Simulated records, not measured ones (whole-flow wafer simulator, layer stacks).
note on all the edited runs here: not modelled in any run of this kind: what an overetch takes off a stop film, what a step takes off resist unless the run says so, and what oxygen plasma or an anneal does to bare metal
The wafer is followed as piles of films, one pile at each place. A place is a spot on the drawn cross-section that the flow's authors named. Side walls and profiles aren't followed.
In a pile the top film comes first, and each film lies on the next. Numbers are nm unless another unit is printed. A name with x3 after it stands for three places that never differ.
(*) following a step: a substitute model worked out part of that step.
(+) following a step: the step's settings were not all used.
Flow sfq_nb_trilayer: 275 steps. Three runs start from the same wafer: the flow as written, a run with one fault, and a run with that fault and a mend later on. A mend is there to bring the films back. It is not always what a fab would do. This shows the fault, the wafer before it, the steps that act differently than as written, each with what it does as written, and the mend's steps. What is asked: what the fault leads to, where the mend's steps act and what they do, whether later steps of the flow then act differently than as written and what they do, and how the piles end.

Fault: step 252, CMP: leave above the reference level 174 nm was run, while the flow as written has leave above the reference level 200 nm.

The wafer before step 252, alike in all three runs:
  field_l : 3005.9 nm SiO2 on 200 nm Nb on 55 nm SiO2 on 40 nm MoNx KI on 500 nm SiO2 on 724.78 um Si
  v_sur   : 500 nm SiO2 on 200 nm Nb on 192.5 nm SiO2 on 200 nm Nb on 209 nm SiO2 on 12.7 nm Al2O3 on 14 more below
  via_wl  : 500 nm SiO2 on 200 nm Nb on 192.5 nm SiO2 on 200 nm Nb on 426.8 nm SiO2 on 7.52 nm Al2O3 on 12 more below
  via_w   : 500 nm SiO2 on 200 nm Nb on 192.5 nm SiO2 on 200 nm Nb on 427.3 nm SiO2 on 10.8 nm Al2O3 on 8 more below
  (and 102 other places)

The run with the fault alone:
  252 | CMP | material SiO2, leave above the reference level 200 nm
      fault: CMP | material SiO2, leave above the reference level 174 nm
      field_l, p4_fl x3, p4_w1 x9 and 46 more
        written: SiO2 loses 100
        fault: SiO2 loses 126
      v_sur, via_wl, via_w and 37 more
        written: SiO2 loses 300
        fault: SiO2 loses 326
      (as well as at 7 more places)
  Later steps of the flow acting differently than as written (3 other steps are not shown; they differ only slightly, by no more than 2% or 0.5 nm, whichever is larger):
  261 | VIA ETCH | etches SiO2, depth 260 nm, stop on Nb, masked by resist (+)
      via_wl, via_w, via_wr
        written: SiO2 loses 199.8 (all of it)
        fault: SiO2 loses 173.8 (all of it)
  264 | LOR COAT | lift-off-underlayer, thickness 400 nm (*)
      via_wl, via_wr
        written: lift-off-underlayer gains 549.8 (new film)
        fault: lift-off-underlayer gains 530.3 (new film)
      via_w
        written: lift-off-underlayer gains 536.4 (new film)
        fault: lift-off-underlayer gains 518.7 (new film)
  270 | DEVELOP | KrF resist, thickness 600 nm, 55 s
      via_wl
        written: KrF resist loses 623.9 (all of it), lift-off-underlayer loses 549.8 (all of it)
        fault: KrF resist loses 620.6 (all of it), lift-off-underlayer loses 530.3 (all of it)
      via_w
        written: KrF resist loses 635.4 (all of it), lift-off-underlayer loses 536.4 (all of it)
        fault: KrF resist loses 630.7 (all of it), lift-off-underlayer loses 518.7 (all of it)
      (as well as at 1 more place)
  By the end, the piles at v_sur, via_sp, via_v and 65 more depart from the flow's by more than 2% or 0.5 nm, whichever is larger.
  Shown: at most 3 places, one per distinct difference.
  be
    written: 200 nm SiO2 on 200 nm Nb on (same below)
    fault: 174 nm SiO2 on 200 nm Nb on (same below)
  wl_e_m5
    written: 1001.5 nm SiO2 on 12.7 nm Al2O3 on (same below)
    fault: 975.5 nm SiO2 on 12.7 nm Al2O3 on (same below)
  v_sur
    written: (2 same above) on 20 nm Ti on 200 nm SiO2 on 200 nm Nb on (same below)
    fault: (2 same above) on 20 nm Ti on 174 nm SiO2 on 200 nm Nb on (same below)

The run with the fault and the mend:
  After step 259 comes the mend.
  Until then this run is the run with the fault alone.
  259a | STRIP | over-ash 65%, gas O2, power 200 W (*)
      field_l, v_sur, via_sp and 100 more
        KrF resist loses 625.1 (all of it), anti-reflective coat loses 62 (all of it)
      via_wl, via_w, via_wr
        anti-reflective coat loses 62 (all of it)
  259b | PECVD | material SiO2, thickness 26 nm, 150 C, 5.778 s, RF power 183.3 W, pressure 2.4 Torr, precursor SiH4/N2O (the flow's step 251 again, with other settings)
      field_l, v_sur, via_wl and 103 more
        SiO2 gains 26
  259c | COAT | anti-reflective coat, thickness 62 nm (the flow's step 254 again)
      field_l, v_sur, via_wl and 103 more
        anti-reflective coat gains 62 (new film)
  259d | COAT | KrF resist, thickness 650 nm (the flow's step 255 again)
      field_l, v_sur, via_wl and 103 more
        KrF resist gains 650 (new film)
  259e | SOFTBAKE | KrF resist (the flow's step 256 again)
      alters no film at any place that is followed
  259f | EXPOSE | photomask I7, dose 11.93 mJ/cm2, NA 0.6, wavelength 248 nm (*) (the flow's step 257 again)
      alters no film at any place that is followed
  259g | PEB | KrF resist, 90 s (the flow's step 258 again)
      field_l, v_sur, via_wl and 103 more
        KrF resist loses 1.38
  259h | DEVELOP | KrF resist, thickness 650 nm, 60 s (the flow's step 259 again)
      field_l, v_sur, via_sp and 100 more
        KrF resist loses 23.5
      via_wl, via_w, via_wr
        KrF resist loses 648.6 (all of it)
  Every later step of the flow that is run acts as written at every place that is followed.
  By the end, the piles equal the flow's at every place that both follow.
